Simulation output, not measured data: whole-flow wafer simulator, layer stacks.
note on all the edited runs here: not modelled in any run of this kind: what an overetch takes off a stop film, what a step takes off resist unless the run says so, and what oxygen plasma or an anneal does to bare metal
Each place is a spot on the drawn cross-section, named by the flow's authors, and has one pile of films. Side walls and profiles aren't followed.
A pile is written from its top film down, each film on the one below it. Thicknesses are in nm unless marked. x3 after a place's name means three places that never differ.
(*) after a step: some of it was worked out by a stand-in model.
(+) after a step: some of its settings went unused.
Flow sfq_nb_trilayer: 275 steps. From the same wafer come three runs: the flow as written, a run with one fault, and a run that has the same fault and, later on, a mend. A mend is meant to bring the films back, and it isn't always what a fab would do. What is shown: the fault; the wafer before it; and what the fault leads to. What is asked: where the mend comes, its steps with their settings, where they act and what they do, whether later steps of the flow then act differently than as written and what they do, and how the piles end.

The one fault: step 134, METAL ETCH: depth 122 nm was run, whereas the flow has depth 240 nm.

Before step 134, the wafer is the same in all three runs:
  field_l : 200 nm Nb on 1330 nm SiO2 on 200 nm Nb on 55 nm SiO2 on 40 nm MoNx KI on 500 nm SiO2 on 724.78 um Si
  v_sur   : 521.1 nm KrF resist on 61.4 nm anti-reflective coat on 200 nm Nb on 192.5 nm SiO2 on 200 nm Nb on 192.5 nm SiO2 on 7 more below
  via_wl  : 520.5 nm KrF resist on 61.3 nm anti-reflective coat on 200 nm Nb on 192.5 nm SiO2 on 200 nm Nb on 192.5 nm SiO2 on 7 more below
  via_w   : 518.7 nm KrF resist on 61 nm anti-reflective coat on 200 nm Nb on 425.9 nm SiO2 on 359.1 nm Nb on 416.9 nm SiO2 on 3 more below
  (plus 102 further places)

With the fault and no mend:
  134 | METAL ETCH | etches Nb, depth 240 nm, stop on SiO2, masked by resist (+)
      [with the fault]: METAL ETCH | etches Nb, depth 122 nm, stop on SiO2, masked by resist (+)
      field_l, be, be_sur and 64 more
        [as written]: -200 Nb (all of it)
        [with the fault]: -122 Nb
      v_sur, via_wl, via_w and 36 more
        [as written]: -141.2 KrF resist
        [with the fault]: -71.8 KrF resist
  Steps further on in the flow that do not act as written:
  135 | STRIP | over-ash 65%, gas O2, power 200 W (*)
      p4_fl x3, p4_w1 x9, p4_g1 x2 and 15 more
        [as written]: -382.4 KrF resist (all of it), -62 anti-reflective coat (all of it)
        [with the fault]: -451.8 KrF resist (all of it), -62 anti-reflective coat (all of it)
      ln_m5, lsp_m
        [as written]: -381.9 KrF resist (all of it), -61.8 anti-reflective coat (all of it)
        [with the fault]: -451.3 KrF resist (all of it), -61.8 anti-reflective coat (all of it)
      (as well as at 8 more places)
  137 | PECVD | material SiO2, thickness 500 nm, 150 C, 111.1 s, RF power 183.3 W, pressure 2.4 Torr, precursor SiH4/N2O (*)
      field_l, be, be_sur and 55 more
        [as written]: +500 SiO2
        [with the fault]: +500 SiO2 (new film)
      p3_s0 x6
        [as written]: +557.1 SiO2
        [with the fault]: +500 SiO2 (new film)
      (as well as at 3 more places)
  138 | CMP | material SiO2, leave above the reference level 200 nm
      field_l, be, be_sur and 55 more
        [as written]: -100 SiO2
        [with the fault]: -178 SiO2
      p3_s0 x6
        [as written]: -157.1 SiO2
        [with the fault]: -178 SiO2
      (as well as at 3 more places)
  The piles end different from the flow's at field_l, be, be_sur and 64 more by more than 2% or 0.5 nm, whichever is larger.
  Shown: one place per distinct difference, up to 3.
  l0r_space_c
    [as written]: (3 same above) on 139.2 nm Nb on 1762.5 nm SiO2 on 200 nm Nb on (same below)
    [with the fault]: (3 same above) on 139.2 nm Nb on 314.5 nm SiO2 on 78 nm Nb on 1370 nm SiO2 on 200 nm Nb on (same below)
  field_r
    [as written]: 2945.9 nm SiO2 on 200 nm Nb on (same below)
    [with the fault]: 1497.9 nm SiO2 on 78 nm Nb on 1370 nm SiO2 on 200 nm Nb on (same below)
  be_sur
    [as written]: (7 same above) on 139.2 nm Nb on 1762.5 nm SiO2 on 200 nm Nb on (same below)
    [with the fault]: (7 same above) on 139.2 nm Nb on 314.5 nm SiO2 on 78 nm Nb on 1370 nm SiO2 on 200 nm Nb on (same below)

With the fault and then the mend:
  After step 134 comes the mend.
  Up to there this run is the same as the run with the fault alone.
  134a | METAL ETCH | etches Nb, depth 118 nm, stop on SiO2, masked by resist (+) (a further turn of the flow's step 134, with different settings)
      field_l, be, be_sur and 64 more
        -78 Nb (all of it)
      v_sur, via_wl, via_w and 36 more
        -68.8 KrF resist
  None of the later steps of the flow differs from how it acts as written, at any place that is followed, by more than 2% or 0.5 nm, whichever is larger.
  The piles end the same as the flow's at every place that both follow.
